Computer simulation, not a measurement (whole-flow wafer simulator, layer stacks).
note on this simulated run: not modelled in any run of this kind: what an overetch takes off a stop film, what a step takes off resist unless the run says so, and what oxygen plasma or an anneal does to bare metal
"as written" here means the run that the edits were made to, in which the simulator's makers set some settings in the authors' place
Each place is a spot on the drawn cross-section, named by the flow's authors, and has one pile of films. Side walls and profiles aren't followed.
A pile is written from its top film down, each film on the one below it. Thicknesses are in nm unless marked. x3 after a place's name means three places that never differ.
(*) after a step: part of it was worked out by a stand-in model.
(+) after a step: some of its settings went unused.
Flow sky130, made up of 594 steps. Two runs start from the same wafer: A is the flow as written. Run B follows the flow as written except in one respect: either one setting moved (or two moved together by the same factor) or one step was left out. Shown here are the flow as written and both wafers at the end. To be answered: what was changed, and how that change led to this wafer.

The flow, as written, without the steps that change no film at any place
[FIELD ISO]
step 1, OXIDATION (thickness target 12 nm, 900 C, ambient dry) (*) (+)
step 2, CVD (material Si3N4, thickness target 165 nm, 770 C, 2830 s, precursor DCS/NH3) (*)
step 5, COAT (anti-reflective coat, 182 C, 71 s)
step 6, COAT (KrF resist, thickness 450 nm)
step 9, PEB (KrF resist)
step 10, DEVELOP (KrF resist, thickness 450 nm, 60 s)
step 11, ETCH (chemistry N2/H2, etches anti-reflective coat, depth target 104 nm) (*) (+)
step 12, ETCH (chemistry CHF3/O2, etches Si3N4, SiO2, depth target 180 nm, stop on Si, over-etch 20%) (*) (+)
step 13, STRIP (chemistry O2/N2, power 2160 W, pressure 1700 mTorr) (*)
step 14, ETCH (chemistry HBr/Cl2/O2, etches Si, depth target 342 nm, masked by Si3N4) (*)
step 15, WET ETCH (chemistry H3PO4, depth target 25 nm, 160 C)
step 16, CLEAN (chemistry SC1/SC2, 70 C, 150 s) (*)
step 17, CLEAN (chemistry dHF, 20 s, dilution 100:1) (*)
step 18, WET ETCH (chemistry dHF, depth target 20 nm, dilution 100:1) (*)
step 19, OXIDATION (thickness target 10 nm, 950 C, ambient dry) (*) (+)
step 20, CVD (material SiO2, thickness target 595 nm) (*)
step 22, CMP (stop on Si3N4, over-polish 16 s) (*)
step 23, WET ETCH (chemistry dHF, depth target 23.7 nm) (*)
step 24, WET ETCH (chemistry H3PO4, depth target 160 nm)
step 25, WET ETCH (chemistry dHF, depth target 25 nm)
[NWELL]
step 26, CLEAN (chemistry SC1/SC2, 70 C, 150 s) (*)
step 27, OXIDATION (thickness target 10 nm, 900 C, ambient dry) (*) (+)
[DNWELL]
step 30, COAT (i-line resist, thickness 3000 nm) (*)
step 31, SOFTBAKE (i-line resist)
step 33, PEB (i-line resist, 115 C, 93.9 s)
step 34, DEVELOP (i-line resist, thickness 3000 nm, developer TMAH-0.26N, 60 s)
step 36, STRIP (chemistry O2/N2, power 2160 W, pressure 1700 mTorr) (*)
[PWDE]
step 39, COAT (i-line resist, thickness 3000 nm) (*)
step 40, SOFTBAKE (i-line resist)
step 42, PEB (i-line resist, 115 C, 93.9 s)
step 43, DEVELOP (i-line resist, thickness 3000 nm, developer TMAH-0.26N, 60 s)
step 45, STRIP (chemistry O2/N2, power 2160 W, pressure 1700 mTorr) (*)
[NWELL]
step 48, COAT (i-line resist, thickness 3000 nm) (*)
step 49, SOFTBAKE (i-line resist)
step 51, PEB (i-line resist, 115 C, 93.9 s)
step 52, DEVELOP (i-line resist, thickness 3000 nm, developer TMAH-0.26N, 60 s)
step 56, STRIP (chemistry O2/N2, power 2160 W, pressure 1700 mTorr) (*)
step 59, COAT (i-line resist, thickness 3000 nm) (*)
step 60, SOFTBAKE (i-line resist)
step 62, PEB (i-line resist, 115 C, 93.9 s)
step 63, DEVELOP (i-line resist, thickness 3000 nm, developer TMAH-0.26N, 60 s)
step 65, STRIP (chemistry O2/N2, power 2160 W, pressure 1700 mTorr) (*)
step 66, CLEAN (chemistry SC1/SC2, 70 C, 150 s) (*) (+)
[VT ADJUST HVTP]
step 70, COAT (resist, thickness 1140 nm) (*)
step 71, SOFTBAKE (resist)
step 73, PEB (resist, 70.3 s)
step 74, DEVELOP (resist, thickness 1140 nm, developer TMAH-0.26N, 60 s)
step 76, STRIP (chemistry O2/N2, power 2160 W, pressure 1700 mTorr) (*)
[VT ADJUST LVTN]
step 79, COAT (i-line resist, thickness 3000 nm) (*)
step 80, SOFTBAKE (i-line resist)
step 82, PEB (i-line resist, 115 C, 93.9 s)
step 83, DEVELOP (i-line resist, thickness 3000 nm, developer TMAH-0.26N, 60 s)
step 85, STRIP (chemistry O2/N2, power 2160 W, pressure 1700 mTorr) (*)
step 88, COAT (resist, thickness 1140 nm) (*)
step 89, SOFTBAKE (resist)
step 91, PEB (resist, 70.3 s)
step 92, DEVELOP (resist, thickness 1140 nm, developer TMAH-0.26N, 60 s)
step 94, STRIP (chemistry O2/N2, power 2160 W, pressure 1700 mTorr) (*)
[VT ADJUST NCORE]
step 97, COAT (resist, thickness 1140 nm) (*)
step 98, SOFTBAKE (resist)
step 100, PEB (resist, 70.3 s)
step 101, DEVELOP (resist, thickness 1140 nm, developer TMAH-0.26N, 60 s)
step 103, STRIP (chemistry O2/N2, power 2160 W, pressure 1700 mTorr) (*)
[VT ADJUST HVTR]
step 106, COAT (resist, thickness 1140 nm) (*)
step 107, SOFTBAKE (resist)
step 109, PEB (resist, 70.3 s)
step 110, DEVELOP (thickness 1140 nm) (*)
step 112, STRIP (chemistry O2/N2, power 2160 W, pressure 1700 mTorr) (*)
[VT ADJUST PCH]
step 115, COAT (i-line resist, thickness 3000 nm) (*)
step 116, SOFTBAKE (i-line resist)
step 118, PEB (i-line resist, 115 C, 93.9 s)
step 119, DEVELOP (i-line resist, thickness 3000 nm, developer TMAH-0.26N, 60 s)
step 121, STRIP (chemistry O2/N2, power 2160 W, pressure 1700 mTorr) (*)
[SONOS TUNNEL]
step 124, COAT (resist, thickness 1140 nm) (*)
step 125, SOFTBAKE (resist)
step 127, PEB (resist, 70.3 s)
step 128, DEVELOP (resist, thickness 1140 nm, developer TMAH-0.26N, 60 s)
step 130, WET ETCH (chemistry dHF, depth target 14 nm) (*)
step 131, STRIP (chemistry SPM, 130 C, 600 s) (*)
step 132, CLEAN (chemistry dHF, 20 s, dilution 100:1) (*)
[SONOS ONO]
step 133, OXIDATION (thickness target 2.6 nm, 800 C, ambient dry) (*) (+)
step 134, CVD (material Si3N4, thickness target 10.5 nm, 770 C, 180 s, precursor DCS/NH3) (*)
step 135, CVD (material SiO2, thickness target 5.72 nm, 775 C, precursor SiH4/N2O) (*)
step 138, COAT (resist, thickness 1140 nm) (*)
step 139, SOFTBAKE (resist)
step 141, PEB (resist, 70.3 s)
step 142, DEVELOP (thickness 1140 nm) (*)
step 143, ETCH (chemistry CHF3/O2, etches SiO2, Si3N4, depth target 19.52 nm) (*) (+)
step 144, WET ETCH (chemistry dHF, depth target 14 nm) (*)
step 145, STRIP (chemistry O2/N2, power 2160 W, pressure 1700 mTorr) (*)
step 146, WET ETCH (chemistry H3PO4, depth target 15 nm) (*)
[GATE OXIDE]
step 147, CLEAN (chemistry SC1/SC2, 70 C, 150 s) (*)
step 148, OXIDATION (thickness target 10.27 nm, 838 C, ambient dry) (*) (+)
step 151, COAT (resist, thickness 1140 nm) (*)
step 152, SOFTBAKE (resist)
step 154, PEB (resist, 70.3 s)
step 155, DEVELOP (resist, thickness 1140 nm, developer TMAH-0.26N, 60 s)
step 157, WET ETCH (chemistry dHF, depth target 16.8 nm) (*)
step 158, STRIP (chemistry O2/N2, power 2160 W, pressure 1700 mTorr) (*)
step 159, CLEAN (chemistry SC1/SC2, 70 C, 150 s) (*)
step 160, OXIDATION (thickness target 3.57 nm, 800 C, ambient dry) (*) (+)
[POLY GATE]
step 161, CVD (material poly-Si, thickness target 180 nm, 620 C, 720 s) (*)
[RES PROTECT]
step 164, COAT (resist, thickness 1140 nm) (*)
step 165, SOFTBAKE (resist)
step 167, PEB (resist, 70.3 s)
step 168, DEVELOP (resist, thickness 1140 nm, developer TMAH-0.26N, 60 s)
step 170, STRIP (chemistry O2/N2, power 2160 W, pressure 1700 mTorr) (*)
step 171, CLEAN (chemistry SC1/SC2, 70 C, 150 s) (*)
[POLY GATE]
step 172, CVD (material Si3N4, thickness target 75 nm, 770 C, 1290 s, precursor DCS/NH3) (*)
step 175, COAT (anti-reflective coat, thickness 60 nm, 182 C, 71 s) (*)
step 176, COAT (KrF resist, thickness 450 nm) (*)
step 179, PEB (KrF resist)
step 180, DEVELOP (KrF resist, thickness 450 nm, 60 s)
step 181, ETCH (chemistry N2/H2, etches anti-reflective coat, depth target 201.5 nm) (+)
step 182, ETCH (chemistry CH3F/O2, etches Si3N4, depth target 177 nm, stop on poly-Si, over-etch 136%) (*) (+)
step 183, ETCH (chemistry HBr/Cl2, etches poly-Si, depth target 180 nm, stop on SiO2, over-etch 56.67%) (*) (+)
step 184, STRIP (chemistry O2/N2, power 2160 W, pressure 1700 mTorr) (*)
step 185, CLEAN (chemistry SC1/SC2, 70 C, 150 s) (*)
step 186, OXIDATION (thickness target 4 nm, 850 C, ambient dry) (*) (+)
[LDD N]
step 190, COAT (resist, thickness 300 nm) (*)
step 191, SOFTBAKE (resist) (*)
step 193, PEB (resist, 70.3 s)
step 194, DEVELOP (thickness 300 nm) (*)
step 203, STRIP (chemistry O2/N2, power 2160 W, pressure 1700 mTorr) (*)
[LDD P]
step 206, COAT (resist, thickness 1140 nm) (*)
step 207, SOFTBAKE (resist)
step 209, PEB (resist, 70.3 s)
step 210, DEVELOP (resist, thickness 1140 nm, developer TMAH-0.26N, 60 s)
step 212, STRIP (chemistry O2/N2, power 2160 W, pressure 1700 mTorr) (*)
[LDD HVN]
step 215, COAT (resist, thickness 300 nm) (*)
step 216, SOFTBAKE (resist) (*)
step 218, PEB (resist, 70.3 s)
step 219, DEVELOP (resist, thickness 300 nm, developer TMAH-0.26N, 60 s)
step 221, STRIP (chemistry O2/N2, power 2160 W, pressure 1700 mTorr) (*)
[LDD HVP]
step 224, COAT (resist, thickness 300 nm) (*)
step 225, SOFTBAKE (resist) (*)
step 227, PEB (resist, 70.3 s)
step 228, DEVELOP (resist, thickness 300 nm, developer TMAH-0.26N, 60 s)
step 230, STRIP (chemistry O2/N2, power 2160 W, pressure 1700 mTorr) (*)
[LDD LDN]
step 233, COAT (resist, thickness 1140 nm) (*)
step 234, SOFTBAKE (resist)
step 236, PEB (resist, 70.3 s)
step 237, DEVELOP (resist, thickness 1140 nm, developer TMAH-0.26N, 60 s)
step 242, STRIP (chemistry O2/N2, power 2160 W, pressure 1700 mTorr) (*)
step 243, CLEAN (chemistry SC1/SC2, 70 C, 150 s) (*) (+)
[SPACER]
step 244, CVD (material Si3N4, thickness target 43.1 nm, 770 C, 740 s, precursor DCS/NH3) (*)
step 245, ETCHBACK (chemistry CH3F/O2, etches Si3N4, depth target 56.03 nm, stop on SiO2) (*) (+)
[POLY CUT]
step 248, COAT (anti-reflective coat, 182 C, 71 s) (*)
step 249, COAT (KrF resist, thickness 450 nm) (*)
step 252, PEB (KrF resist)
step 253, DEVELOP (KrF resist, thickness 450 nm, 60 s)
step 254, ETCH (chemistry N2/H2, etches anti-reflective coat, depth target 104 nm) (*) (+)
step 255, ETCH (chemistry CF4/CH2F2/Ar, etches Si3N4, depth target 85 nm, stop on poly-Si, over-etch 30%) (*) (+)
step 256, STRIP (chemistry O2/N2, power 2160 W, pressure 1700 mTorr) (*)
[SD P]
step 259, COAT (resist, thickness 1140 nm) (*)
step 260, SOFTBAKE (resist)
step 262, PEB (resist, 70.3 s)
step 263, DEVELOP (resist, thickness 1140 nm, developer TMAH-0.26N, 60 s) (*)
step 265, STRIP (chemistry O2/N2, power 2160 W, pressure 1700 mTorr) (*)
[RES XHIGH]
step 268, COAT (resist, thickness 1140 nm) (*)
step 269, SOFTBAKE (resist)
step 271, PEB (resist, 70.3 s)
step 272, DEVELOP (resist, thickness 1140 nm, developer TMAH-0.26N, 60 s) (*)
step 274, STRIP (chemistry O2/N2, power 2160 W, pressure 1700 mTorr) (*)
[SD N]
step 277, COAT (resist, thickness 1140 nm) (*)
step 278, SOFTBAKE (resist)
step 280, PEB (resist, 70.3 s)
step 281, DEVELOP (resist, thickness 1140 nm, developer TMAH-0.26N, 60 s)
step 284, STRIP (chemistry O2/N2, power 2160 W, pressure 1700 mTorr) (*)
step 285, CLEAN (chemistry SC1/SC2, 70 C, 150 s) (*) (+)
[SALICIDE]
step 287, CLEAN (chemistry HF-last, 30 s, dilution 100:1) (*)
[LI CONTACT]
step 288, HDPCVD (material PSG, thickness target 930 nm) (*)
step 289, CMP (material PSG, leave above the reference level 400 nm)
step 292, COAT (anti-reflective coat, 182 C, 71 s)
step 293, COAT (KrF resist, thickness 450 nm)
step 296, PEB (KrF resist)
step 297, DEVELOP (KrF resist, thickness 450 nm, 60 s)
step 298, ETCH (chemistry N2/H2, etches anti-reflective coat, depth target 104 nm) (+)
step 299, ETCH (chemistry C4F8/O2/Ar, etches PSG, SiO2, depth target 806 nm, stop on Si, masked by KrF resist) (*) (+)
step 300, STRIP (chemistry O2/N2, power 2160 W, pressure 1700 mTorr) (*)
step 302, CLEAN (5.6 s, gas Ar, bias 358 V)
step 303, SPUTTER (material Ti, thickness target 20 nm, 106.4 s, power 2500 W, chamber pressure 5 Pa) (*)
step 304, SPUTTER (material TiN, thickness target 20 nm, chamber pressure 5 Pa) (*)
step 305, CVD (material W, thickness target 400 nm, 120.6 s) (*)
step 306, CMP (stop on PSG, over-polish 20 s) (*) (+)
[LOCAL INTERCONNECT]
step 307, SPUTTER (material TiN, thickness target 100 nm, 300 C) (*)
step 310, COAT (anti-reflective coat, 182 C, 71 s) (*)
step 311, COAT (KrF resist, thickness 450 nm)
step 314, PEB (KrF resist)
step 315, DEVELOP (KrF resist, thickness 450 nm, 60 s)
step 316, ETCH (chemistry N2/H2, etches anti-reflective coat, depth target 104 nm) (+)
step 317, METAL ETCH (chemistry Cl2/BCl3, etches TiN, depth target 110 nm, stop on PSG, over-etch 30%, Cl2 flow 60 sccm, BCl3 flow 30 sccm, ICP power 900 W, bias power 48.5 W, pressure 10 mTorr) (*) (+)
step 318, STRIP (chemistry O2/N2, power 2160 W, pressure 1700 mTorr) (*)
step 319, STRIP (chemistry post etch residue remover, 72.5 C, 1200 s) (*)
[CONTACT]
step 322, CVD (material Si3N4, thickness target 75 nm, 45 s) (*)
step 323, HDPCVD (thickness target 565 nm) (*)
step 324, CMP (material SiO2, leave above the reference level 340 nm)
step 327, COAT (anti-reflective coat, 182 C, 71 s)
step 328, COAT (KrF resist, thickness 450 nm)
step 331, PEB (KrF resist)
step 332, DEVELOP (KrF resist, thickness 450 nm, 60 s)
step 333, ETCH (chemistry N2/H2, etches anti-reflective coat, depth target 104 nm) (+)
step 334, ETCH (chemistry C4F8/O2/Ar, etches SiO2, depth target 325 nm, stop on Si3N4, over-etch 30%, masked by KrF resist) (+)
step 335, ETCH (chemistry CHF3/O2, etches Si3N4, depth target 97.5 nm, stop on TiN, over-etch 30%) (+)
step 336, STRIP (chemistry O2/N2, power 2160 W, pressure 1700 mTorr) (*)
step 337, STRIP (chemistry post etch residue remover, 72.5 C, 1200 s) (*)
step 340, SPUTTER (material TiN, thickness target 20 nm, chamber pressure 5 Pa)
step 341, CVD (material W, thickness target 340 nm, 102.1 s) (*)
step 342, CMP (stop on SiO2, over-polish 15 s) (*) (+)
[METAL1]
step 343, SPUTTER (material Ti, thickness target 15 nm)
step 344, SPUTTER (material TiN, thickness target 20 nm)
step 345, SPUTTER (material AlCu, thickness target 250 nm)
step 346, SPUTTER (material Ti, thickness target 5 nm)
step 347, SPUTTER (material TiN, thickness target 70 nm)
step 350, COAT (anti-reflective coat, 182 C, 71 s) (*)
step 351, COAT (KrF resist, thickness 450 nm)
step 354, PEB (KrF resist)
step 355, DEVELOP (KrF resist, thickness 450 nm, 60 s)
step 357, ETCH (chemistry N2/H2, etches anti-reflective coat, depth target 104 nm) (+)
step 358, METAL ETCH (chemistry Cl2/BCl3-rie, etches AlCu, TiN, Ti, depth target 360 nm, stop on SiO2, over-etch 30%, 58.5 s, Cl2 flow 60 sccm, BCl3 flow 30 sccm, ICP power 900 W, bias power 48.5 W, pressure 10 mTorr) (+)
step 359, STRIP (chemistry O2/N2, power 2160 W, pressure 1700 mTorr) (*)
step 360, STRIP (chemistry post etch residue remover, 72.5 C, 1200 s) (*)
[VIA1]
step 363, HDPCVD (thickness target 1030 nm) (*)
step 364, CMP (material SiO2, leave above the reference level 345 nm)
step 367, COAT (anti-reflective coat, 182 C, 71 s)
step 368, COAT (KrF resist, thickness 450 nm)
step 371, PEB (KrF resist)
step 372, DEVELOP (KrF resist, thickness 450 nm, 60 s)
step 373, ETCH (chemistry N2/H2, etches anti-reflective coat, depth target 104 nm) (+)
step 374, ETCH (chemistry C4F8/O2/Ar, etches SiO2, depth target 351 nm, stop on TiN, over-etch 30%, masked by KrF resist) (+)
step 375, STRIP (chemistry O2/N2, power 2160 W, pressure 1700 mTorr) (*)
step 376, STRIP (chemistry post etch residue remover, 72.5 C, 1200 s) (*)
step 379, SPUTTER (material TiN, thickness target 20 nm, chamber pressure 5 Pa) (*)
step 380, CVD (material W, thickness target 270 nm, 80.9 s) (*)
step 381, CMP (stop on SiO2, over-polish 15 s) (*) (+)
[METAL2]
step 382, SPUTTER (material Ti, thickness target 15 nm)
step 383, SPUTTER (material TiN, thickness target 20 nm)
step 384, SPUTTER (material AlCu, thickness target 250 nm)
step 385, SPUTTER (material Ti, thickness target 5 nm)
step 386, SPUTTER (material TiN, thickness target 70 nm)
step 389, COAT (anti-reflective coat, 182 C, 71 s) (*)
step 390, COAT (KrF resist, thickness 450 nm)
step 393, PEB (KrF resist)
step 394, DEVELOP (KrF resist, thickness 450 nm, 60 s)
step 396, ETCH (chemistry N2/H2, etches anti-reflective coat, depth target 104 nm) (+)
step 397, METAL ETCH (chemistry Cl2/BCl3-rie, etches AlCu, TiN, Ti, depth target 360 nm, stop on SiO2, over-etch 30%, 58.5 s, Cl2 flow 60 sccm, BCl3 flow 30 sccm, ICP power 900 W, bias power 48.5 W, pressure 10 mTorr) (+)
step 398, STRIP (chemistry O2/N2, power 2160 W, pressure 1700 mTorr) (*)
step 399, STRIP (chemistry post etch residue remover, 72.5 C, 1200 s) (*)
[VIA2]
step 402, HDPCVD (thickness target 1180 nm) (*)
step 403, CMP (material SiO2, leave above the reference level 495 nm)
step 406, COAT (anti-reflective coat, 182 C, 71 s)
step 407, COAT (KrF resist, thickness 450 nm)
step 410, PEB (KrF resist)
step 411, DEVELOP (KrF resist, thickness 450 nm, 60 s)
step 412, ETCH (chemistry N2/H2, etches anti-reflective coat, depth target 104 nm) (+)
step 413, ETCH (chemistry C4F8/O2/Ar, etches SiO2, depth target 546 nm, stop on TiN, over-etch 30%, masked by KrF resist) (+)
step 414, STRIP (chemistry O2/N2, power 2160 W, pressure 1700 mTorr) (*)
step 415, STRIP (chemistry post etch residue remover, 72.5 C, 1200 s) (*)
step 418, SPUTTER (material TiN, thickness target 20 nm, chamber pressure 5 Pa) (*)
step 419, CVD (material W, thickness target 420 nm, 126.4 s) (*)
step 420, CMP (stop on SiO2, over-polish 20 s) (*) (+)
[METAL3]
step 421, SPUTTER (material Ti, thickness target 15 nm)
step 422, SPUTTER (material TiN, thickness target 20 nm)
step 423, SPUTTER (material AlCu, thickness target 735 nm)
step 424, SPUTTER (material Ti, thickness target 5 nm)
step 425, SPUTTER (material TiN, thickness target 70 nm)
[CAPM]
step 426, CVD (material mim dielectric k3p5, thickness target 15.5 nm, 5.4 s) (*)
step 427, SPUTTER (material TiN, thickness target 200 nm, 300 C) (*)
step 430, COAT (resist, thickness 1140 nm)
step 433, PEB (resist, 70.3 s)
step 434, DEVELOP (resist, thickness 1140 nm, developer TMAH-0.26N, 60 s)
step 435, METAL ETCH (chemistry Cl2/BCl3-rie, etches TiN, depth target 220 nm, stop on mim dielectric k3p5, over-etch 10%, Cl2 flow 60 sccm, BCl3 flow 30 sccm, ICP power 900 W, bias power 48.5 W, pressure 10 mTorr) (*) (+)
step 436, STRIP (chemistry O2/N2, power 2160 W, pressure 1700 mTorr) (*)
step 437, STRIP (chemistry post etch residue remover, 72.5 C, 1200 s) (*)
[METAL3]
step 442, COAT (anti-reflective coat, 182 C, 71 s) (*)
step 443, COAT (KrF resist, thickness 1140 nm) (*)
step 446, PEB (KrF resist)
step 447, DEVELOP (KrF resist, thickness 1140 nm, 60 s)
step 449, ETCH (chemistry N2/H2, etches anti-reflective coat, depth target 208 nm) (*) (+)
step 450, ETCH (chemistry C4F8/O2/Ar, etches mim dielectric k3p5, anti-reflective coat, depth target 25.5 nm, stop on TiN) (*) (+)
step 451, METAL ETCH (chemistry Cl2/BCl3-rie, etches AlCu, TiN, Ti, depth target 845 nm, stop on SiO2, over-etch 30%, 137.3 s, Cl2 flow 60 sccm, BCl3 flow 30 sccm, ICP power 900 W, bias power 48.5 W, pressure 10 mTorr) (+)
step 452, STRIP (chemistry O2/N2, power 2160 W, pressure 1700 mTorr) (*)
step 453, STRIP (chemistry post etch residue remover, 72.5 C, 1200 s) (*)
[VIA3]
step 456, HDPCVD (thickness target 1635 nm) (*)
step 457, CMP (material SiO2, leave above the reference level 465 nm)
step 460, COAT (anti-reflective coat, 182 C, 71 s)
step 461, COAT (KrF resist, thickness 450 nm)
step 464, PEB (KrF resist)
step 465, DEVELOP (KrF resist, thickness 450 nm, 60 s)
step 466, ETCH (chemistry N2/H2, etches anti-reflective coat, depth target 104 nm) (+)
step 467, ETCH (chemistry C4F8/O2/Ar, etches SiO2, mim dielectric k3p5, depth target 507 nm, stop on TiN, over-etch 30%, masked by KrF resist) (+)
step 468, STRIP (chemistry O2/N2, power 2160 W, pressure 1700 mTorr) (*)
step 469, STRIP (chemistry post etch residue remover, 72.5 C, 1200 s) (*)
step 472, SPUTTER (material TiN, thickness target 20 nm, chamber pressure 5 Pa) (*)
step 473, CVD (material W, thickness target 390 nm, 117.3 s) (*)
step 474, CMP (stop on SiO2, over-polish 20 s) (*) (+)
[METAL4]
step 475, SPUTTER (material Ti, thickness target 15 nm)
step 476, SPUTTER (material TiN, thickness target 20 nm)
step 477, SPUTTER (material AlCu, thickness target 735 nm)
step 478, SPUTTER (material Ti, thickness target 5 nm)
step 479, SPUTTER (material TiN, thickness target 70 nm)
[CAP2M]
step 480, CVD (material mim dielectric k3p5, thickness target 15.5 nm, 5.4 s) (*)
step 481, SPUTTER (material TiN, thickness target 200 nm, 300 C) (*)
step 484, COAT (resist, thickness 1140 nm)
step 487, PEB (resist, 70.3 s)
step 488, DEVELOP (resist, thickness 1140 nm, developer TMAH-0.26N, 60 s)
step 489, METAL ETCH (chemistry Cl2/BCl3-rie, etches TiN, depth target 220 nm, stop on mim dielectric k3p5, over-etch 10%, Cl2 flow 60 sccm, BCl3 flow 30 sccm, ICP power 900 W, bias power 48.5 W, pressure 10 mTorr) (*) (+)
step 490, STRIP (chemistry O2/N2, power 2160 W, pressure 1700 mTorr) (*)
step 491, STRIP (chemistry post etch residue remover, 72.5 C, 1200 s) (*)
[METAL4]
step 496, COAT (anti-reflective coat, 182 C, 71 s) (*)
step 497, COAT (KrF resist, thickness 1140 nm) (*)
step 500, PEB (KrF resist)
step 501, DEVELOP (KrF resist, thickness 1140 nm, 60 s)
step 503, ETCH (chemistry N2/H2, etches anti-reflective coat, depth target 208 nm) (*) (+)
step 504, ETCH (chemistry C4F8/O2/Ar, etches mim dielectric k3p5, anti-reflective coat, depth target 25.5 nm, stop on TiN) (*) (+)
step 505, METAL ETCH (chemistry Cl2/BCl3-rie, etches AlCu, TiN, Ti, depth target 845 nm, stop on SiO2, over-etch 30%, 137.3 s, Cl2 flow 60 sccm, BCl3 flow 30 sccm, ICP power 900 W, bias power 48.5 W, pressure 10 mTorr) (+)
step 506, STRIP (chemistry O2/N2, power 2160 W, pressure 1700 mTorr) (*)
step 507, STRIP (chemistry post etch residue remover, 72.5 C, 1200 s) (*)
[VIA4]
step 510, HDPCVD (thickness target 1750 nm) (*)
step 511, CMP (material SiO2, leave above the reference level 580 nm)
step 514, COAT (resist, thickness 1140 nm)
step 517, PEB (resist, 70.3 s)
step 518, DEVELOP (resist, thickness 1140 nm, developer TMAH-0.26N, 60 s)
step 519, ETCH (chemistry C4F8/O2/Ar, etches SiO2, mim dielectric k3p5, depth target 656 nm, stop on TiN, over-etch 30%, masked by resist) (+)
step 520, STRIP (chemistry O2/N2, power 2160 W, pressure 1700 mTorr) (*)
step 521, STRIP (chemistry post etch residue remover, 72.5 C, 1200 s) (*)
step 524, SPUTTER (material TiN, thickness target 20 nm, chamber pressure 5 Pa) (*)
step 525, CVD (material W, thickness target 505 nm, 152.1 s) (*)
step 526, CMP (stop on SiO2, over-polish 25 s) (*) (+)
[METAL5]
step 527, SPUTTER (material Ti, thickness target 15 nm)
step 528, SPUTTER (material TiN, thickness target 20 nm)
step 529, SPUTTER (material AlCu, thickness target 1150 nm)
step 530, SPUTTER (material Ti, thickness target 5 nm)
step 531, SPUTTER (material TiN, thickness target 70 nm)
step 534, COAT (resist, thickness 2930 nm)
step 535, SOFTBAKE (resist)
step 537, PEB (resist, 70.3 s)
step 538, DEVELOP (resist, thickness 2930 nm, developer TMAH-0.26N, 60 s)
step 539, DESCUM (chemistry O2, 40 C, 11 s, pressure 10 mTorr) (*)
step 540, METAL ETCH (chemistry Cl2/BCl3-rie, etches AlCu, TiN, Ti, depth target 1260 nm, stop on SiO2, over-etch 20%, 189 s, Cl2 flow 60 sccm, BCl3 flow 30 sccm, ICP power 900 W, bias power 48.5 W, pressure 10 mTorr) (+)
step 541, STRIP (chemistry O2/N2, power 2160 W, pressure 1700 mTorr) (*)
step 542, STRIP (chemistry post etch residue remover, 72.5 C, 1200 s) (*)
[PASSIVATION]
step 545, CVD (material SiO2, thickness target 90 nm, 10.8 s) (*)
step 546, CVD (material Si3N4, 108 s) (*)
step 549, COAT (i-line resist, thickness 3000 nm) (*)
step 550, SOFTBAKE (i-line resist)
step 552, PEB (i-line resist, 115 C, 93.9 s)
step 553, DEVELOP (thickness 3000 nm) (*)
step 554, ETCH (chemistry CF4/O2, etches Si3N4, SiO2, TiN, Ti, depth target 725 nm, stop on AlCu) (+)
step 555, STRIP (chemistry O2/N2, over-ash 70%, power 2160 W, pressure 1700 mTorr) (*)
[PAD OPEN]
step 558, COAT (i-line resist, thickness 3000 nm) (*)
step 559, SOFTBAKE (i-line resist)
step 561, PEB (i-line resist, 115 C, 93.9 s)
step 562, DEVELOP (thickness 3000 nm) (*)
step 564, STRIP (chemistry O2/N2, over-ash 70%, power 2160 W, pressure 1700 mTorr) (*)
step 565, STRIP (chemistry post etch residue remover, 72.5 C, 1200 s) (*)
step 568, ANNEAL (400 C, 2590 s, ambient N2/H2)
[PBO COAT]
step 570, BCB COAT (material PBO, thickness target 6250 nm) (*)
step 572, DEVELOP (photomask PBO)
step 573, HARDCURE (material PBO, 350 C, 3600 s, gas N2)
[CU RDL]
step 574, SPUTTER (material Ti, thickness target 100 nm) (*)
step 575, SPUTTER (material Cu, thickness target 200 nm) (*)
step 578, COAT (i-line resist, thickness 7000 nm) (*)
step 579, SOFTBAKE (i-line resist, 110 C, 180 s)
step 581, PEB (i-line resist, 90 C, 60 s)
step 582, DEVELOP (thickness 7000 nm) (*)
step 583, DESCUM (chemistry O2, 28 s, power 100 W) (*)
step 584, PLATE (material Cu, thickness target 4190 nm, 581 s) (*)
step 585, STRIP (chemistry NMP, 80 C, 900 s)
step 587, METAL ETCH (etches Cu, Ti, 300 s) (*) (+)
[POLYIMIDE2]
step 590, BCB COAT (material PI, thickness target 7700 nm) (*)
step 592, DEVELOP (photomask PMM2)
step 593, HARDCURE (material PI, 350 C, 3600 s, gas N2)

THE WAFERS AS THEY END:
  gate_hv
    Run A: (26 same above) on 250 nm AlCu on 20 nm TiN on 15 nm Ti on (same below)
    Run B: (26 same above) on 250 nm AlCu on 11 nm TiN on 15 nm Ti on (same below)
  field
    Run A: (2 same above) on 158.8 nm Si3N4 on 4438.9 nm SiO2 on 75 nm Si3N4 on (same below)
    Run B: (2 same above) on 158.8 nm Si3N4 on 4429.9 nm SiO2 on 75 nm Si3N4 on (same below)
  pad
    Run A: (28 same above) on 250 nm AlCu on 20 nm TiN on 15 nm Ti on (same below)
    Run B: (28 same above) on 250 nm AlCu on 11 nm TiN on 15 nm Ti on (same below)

Cause: step 344, SPUTTER: thickness target 11 nm was run, though the flow has thickness target 20 nm.
One can read it off the wafer: gate_hv has TiN 11, and step 344 as written asks for 20 nm.

The path from the change to this, step by step:
  step 344, SPUTTER (material TiN, thickness target 20 nm)
      field, active, n_well and 188 more: A TiN gains 20 (new film) | B TiN gains 11 (new film)
  step 358, METAL ETCH (chemistry Cl2/BCl3-rie, etches AlCu, TiN, Ti, depth target 360 nm, stop on SiO2, over-etch 30%, 58.5 s, Cl2 flow 60 sccm, BCl3 flow 30 sccm, ICP power 900 W, bias power 48.5 W, pressure 10 mTorr) (+)
      field, active, gate and 81 more: A TiN loses 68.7 (all of it), Ti loses 5 (all of it), AlCu loses 250 (all of it), TiN loses 20 (all of it), Ti loses 15 (all of it), SiO2 loses 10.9 | B TiN loses 68.7 (all of it), Ti loses 5 (all of it), AlCu loses 250 (all of it), TiN loses 11 (all of it), Ti loses 15 (all of it), SiO2 loses 11.8
  step 364, CMP (material SiO2, leave above the reference level 345 nm)
      field, active, gate and 81 more: A SiO2 loses 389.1 | B SiO2 loses 397.2
